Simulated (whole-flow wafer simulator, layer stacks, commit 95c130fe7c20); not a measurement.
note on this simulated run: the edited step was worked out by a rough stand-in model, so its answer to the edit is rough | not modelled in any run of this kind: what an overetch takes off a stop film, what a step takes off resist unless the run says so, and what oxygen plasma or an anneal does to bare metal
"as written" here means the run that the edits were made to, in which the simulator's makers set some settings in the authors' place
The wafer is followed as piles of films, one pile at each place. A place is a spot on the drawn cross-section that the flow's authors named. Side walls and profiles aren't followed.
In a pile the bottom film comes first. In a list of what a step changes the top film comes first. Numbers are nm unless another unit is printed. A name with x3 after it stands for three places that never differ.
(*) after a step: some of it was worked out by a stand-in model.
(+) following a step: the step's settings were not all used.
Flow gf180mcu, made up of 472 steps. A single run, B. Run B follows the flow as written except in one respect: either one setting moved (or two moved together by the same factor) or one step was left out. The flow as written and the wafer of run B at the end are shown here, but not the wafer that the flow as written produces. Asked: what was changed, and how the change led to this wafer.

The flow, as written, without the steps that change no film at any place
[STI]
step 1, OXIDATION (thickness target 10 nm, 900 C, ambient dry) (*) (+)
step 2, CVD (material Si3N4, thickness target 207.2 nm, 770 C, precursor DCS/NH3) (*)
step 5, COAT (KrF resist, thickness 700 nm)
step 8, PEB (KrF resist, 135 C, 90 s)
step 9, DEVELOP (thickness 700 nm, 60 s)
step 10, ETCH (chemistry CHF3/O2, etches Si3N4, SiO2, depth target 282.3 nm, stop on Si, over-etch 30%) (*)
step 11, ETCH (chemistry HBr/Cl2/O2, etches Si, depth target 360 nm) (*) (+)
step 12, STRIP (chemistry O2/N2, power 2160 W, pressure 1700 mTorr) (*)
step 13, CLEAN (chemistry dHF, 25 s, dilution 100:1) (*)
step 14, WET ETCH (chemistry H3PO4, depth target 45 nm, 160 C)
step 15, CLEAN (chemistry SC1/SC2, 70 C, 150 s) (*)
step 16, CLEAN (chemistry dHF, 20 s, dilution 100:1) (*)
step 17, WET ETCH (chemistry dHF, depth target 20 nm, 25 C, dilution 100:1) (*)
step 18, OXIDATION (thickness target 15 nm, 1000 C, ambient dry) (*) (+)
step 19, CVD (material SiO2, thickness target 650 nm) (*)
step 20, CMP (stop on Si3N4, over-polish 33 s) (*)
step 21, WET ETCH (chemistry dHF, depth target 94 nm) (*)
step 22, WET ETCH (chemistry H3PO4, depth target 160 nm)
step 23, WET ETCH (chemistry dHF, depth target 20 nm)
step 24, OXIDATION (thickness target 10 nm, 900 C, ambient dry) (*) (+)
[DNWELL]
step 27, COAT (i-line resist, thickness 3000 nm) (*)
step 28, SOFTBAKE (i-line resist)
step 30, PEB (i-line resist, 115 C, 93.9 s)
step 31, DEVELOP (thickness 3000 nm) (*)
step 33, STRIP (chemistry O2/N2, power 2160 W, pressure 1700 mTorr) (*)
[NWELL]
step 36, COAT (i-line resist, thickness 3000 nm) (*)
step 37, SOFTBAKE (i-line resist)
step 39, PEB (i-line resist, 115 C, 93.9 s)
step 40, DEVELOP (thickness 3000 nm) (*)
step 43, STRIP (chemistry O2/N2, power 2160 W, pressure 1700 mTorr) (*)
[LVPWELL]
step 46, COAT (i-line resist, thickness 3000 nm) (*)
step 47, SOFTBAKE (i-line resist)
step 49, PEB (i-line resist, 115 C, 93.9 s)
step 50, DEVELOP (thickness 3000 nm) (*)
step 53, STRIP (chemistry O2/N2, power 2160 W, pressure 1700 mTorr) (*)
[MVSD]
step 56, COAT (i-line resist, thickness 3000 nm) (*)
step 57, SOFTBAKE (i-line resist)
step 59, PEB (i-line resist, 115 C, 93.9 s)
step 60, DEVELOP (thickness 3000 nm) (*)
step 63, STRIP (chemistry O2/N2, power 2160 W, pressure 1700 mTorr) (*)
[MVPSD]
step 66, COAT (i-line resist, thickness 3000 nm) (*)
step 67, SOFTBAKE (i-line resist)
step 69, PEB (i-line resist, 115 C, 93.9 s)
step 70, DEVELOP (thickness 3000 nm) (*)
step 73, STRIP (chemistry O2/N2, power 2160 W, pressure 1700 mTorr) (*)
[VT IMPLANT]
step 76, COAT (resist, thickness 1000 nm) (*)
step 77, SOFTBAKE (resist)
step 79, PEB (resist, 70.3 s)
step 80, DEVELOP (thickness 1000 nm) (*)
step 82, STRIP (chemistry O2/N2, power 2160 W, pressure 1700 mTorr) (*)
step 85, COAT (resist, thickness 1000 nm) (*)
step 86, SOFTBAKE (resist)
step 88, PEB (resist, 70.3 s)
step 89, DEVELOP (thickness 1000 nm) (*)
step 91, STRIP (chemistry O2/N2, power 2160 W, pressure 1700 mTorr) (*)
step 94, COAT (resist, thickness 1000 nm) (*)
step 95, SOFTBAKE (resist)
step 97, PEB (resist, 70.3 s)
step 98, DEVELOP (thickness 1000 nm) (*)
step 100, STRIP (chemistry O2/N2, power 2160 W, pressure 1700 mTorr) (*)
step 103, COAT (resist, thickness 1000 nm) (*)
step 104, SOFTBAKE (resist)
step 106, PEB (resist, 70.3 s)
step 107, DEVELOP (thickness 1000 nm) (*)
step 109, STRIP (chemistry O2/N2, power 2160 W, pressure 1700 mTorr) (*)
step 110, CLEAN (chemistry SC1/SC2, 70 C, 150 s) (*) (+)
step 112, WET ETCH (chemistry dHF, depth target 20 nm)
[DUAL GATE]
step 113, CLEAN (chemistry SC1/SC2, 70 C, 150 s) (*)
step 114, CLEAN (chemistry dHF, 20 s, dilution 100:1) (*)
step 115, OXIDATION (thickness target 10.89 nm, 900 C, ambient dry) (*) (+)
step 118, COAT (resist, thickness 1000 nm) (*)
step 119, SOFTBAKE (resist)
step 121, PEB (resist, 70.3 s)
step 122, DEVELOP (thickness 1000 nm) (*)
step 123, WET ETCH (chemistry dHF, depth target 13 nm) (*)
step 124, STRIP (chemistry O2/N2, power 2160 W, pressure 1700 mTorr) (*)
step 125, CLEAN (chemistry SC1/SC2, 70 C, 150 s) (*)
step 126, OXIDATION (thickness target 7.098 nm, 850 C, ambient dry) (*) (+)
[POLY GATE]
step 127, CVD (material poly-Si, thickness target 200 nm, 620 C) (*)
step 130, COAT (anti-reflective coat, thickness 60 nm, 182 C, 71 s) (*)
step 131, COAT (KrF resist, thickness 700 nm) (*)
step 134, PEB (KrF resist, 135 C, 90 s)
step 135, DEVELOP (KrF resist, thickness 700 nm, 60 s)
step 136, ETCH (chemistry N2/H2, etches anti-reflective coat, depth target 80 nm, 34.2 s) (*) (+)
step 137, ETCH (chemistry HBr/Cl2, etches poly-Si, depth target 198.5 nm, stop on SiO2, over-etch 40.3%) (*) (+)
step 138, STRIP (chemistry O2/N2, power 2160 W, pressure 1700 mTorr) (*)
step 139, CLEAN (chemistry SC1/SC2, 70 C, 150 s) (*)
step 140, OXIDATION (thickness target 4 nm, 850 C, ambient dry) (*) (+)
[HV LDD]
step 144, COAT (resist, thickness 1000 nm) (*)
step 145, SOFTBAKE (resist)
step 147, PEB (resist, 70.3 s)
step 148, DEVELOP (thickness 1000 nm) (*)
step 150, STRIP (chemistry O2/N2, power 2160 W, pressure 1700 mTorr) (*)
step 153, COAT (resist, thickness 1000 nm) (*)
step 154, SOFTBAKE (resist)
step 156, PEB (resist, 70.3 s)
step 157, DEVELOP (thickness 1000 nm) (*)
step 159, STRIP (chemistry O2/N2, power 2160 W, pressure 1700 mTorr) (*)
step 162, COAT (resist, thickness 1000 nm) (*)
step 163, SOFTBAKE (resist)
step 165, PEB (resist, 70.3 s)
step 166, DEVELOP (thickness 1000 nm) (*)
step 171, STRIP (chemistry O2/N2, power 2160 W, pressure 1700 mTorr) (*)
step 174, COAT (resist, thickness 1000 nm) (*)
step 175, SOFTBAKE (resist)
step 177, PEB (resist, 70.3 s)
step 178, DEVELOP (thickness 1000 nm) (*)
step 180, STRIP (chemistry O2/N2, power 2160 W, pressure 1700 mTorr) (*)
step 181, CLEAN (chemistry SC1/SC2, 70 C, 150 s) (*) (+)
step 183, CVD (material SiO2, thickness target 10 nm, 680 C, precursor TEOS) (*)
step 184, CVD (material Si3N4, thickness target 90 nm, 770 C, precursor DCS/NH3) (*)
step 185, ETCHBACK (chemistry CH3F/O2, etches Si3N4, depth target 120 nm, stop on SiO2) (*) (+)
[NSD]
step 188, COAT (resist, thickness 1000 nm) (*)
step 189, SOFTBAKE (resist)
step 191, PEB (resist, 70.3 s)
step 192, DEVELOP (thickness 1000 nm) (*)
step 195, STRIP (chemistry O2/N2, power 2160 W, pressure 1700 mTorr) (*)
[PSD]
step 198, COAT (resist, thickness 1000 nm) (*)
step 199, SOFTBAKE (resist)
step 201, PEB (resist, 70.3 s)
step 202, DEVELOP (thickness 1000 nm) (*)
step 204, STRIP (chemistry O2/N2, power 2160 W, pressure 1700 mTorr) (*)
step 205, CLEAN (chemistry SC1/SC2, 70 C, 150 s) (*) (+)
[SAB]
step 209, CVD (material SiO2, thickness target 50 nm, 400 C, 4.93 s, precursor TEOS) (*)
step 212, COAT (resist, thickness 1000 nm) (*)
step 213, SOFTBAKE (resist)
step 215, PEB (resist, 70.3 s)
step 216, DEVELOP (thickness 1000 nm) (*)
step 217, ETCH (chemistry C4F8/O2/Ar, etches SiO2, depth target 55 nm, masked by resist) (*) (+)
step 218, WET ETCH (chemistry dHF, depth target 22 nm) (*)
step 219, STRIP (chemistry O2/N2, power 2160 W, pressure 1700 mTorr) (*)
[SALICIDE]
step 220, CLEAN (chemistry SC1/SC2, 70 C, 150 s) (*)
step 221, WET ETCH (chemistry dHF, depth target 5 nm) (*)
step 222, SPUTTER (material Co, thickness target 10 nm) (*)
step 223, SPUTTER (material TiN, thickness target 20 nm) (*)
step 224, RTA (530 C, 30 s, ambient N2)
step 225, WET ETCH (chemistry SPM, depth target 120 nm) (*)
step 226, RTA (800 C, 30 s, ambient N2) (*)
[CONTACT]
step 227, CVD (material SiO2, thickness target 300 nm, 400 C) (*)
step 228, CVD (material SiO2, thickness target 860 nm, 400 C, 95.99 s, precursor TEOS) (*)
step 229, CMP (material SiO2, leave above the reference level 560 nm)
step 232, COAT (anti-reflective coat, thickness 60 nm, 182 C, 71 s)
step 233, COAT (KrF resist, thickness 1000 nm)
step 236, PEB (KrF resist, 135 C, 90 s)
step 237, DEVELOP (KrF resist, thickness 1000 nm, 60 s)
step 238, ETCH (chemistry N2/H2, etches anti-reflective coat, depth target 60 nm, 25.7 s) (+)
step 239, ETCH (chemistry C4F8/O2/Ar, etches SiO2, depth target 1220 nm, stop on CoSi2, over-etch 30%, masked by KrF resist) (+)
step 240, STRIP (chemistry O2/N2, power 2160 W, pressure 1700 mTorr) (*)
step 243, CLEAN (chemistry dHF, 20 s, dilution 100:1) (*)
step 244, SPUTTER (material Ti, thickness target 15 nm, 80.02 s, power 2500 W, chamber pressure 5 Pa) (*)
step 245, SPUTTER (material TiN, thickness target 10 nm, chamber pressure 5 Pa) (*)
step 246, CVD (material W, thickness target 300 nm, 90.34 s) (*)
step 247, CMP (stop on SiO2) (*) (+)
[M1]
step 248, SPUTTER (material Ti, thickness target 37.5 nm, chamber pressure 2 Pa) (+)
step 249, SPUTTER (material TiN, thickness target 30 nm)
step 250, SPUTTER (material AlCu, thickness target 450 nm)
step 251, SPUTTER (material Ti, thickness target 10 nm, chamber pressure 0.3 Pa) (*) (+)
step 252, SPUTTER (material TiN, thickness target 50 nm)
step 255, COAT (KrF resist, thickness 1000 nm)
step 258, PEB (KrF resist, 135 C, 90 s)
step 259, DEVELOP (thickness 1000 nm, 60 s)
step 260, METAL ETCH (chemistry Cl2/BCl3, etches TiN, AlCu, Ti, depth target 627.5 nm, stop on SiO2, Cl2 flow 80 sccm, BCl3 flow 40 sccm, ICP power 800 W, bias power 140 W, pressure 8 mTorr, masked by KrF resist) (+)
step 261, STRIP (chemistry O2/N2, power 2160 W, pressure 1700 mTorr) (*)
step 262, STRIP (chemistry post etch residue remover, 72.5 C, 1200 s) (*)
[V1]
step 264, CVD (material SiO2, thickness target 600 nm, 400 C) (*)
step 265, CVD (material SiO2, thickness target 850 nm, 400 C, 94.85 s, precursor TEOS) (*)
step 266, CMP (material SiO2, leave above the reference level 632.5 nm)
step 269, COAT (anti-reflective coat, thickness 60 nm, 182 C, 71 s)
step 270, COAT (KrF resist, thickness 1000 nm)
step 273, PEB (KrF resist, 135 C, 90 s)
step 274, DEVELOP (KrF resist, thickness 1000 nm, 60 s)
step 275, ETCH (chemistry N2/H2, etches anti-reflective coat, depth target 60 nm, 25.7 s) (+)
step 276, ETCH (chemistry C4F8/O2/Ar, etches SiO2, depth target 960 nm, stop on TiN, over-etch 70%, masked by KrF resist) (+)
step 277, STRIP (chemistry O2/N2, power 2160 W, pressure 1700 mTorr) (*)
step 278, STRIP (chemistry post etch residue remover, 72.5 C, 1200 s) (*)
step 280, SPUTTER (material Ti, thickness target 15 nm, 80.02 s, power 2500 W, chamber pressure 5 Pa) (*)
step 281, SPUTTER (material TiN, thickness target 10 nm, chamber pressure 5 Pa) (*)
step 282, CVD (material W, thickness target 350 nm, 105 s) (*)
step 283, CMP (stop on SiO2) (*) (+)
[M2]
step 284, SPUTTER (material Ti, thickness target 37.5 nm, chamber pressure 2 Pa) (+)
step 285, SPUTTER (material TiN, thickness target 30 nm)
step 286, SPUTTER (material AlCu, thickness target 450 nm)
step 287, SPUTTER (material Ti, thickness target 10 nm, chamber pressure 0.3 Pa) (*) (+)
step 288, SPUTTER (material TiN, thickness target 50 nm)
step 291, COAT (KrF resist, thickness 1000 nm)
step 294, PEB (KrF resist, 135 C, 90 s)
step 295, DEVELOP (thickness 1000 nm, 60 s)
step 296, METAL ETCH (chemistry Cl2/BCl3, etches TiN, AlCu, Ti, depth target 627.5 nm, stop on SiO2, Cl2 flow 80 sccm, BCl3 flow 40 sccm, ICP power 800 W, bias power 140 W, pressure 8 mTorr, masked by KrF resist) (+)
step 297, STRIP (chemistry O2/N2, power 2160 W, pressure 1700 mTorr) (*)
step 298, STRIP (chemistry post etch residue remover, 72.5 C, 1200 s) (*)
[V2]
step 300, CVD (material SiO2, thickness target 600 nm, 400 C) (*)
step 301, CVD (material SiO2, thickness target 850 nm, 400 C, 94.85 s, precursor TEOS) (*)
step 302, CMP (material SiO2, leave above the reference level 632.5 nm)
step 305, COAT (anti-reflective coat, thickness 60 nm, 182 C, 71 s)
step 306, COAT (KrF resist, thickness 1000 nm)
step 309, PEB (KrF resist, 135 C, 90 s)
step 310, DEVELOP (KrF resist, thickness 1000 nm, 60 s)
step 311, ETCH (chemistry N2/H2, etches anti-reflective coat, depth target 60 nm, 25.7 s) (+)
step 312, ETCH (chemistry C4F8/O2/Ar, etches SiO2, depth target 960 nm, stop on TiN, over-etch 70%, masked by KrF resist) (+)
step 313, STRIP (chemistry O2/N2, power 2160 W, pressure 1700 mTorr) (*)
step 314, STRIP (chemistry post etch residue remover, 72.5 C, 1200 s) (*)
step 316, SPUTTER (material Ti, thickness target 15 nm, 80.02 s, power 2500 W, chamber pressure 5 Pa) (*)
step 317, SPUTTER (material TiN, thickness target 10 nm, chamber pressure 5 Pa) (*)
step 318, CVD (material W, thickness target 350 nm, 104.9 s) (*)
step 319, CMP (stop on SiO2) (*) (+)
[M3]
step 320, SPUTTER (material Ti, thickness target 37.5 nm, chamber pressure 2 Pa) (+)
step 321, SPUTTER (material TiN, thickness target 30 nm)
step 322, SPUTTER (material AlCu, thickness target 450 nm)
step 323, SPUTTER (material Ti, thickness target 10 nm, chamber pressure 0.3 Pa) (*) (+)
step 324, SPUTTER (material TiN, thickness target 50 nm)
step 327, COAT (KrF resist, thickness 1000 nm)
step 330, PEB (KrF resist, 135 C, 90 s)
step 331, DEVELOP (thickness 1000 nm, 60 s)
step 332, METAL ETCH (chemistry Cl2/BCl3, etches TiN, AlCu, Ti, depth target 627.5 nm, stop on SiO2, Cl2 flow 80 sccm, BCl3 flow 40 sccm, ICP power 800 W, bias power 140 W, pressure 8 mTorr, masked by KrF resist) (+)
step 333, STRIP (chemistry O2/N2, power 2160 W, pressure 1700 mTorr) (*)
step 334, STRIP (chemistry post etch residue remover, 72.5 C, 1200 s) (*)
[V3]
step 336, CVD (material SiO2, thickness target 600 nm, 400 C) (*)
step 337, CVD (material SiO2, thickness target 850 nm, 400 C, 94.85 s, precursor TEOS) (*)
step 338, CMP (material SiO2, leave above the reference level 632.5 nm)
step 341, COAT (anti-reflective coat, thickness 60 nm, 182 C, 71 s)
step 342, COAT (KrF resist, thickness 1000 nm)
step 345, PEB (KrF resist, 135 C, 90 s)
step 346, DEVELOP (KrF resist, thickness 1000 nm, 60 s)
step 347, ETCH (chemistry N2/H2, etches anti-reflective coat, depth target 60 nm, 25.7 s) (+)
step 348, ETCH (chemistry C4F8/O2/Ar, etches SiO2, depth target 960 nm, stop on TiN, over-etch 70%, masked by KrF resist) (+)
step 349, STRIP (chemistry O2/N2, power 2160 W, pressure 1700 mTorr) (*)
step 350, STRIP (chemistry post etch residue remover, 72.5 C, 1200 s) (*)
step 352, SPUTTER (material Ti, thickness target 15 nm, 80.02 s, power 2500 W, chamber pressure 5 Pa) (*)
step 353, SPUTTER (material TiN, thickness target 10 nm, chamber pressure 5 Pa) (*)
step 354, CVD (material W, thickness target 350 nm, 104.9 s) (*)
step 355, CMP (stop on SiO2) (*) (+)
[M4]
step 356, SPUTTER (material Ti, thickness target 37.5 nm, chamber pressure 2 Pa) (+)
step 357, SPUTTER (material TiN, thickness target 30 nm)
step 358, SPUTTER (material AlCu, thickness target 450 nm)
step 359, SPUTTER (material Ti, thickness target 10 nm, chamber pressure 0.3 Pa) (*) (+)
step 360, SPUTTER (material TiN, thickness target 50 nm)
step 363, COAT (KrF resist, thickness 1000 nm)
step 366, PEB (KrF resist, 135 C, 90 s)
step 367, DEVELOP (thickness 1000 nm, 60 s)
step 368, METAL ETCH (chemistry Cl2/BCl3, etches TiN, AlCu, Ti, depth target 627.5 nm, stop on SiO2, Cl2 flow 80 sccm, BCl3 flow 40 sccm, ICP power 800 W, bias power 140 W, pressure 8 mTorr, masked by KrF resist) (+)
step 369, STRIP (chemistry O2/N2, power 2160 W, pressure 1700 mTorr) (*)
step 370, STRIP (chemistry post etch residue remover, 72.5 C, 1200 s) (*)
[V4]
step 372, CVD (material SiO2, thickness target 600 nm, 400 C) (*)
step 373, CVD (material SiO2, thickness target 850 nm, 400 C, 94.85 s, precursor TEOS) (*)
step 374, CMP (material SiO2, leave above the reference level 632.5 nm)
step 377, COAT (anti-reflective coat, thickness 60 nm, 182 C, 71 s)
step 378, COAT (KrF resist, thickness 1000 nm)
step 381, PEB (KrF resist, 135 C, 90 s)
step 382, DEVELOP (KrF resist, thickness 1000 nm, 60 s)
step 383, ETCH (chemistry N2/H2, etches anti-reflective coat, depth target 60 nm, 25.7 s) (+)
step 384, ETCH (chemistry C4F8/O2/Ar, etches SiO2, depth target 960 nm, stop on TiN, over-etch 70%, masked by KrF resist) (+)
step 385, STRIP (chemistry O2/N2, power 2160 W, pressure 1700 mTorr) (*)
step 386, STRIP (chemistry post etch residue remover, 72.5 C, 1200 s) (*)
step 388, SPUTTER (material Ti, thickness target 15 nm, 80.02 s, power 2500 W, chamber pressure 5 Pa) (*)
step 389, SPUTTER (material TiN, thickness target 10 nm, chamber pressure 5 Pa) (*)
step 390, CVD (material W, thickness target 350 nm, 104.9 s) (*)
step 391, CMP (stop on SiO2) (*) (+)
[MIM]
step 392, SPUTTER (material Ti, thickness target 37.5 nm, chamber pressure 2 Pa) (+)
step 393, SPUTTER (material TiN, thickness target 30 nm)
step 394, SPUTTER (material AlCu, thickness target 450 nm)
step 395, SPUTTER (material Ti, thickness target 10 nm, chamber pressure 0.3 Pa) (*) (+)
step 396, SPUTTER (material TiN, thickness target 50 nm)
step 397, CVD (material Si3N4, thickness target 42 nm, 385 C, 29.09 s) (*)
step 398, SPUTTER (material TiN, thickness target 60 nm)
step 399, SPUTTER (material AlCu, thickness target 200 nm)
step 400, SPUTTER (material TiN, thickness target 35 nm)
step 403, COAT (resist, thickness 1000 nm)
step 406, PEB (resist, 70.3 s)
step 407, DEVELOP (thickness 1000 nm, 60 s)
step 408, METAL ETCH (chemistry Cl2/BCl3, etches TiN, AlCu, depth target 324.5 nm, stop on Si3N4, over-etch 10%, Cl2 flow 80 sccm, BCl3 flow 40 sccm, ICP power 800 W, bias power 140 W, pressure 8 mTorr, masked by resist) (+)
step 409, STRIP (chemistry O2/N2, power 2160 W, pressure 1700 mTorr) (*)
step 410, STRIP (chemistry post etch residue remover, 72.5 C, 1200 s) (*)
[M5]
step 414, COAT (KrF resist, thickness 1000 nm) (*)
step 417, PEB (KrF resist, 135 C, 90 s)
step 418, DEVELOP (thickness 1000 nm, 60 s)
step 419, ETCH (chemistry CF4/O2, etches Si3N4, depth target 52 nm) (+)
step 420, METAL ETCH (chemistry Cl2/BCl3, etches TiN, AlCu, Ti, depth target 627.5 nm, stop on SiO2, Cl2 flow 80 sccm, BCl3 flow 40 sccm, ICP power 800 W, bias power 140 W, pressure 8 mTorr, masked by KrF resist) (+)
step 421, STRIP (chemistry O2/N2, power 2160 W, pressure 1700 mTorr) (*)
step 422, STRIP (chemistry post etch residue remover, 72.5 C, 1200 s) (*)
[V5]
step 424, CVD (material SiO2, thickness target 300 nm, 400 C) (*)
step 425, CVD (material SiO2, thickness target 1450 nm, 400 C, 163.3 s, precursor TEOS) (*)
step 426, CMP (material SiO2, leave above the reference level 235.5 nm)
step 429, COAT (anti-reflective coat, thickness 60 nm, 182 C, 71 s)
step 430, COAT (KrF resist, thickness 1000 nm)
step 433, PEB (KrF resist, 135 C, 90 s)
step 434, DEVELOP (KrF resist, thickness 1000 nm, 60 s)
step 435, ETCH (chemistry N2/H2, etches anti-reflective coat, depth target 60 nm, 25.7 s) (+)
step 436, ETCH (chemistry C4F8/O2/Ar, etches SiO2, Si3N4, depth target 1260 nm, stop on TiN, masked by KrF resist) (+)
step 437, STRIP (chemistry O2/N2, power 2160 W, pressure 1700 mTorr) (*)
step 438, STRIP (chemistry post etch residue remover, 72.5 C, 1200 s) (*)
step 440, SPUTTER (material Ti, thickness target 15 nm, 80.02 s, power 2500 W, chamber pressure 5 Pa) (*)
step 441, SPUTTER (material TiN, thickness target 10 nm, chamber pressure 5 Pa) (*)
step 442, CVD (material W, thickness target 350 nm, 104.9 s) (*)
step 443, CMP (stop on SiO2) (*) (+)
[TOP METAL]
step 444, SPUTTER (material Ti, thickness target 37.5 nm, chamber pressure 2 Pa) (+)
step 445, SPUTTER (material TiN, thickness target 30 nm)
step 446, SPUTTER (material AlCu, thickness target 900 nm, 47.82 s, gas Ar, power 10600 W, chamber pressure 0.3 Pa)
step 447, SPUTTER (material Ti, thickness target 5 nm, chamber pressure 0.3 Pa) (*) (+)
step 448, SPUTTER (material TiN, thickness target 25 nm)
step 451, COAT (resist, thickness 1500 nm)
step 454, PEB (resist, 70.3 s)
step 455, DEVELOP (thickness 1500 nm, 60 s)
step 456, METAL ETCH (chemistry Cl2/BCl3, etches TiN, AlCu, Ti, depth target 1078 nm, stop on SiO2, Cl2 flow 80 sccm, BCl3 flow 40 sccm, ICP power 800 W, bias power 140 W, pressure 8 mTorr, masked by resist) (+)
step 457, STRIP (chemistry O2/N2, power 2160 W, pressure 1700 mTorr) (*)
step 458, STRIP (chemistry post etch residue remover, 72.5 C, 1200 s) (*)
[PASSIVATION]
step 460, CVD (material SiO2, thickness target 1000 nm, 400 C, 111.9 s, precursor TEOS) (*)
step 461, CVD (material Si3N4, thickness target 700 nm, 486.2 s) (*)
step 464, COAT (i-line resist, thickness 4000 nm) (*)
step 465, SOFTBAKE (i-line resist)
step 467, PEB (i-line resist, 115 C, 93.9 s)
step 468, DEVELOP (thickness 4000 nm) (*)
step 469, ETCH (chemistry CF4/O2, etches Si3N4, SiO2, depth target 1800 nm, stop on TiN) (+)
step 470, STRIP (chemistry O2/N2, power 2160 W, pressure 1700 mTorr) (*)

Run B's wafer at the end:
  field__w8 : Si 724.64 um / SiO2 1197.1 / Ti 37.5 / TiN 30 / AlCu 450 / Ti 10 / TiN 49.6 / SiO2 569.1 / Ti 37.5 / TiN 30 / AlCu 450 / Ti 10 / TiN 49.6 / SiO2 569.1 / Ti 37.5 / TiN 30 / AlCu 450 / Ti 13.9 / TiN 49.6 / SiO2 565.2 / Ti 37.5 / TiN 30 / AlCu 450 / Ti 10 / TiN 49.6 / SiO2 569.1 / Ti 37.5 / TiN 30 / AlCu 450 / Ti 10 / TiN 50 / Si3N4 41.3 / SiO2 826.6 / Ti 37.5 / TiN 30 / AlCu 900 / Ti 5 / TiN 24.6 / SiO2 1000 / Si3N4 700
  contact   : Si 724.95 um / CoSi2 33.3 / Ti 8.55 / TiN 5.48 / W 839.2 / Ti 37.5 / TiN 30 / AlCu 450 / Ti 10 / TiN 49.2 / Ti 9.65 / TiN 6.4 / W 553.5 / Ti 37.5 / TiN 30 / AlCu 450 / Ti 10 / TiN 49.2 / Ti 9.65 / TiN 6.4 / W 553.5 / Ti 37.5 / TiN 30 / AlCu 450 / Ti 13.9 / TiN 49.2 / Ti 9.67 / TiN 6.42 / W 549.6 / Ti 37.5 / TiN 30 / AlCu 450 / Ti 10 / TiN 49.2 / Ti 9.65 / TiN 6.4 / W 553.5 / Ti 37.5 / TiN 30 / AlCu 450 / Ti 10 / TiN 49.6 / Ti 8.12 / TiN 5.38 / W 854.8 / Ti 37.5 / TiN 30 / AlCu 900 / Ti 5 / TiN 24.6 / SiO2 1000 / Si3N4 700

What caused this: step 323, SPUTTER: thickness target 13.9 nm was run, whereas the flow has thickness target 10 nm.
One can read it off the wafer: field__w8 has Ti 13.9, and step 323 as written asks for 10 nm.

The path from the change to this, step by step:
  step 323, SPUTTER (material Ti, thickness target 10 nm, chamber pressure 0.3 Pa) (*) (+)
      field, field__w1, field__w2 and 108 more: +13.9 Ti (new film) (it would be, as written: +10 Ti (new film))
  step 332, METAL ETCH (chemistry Cl2/BCl3, etches TiN, AlCu, Ti, depth target 627.5 nm, stop on SiO2, Cl2 flow 80 sccm, BCl3 flow 40 sccm, ICP power 800 W, bias power 140 W, pressure 8 mTorr, masked by KrF resist) (+)
      field, field__w1, field__w2 and 103 more: -50 TiN (all of it), -13.9 Ti (all of it), -450 AlCu (all of it), -30 TiN (all of it), -37.5 Ti (all of it) (it would be, as written: -50 TiN (all of it), -10 Ti (all of it), -450 AlCu (all of it), -30 TiN (all of it), -37.5 Ti (all of it))
